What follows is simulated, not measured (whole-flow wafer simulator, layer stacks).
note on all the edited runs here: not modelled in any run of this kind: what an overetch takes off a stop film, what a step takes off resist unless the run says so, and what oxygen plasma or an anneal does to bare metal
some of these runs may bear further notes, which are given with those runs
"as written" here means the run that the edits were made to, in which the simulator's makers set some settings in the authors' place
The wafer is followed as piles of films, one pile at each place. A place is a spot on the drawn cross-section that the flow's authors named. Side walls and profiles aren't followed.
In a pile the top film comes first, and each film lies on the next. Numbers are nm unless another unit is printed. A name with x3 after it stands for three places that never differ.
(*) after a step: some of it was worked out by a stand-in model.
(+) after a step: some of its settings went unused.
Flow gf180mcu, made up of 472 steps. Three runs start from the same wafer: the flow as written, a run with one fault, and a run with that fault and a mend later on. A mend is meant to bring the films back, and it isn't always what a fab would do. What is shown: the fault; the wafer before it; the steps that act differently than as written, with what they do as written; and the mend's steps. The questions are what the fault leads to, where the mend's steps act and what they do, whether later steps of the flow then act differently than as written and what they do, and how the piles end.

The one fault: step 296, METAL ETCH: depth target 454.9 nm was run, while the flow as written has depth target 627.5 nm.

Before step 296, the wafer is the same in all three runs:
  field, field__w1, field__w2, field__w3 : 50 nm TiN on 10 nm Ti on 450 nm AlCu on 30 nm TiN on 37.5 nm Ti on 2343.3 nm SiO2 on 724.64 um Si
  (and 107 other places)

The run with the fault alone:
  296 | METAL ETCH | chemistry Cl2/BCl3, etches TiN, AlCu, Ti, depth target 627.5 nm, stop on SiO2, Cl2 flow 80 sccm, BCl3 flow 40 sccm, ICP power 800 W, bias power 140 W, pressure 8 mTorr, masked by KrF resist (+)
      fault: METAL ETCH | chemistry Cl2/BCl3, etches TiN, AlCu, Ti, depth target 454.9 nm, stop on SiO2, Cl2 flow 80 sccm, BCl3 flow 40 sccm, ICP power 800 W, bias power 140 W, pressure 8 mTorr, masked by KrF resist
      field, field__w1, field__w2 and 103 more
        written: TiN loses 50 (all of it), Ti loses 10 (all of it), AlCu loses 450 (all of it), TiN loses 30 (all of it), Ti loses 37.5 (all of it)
        fault: TiN loses 50 (all of it), Ti loses 10 (all of it), AlCu loses 394.9
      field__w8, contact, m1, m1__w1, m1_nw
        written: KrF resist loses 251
        fault: KrF resist loses 182
  Steps later in the flow that act otherwise than as written:
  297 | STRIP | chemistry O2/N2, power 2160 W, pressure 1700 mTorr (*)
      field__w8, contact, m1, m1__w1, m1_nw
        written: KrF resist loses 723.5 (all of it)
        fault: KrF resist loses 792.6 (all of it)
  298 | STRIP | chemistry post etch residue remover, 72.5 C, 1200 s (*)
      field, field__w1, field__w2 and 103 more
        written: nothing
        fault: AlCu loses 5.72
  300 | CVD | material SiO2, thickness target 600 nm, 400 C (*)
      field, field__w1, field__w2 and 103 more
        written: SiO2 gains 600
        fault: SiO2 gains 600 (new film)
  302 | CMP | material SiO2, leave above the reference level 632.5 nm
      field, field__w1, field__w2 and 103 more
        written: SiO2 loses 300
        fault: SiO2 loses 416.9
  By the end, the piles at field, field__w1, field__w2 and 104 more depart from the flow's by more than 2% or 0.5 nm, whichever is larger.
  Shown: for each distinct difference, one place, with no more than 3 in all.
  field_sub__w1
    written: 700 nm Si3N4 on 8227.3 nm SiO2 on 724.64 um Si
    fault: 700 nm Si3N4 on 5767.1 nm SiO2 on 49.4 nm AlCu on 30 nm TiN on 37.5 nm Ti on 2343.2 nm SiO2 on 724.64 um Si
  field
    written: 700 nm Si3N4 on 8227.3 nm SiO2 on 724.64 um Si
    fault: 700 nm Si3N4 on 5767.1 nm SiO2 on 49.4 nm AlCu on 30 nm TiN on 37.5 nm Ti on 2343.3 nm SiO2 on 724.64 um Si
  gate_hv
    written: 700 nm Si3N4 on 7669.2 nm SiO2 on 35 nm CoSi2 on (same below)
    fault: 700 nm Si3N4 on 5767.1 nm SiO2 on 49.4 nm AlCu on 30 nm TiN on 37.5 nm Ti on 1785.1 nm SiO2 on 35 nm CoSi2 on (same below)

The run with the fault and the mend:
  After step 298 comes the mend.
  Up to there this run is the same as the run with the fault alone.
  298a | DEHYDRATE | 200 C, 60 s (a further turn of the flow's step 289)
      does not change any film at any place that is followed
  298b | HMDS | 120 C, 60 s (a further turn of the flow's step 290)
      does not change any film at any place that is followed
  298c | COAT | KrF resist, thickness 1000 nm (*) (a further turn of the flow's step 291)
      iso_ptap_pw, iso_ntap_nw, iso_nw_fld and 33 more
        KrF resist gains 1000 (new film)
      field_sub, field_sub__w1, field_sub__w2 and 15 more
        KrF resist gains 1002.7 (new film)
      p_well, sti, spacer and 6 more
        KrF resist gains 1003 (new film)
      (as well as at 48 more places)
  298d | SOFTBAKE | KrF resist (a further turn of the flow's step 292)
      does not change any film at any place that is followed
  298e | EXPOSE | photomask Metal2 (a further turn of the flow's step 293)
      does not change any film at any place that is followed
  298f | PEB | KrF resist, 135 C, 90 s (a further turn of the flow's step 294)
      field__w1, field__w2, field__w3 and 56 more
        KrF resist loses 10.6
      iso_ptap_pw, iso_ntap_nw, iso_nw_fld and 33 more
        KrF resist loses 10.5
      gate_hv, sd_p, nw_sep_fld, polyc_n, polyc_n_rim
        KrF resist loses 10.7
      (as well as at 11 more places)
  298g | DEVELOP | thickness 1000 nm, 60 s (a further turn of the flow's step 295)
      iso_ptap_pw, iso_ntap_nw, iso_nw_fld and 33 more
        KrF resist loses 989.5 (all of it)
      field_sub, field_sub__w1, field_sub__w2 and 14 more
        KrF resist loses 992.1 (all of it)
      field__w11, field__w13, p_well and 8 more
        KrF resist loses 992.5 (all of it)
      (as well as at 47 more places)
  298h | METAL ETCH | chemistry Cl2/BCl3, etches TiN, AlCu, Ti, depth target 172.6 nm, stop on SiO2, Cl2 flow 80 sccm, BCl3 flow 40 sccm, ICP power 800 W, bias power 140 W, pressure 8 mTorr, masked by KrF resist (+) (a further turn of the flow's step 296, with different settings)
      field, field__w1, field__w2 and 103 more
        AlCu loses 49.4 (all of it), TiN loses 30 (all of it), Ti loses 37.5 (all of it)
      field__w8, contact, m1, m1__w1, m1_nw
        KrF resist loses 69
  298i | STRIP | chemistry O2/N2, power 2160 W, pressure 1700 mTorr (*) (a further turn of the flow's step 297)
      field__w8
        KrF resist loses 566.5 (all of it)
      contact
        KrF resist loses 564.6 (all of it)
      m1
        KrF resist loses 567.4 (all of it)
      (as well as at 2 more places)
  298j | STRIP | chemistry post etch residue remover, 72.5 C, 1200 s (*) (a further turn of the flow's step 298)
      field__w8, contact, m1, m1__w1, m1_nw
        TiN loses 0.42
  Later steps of the flow that are run all act as written at every place that is followed, up to a difference of at most 2% or 0.5 nm, whichever is larger.
  When the end is reached, the piles differ only a little from the flow's at the places that both follow, at most by 2% or 0.5 nm, whichever is larger.
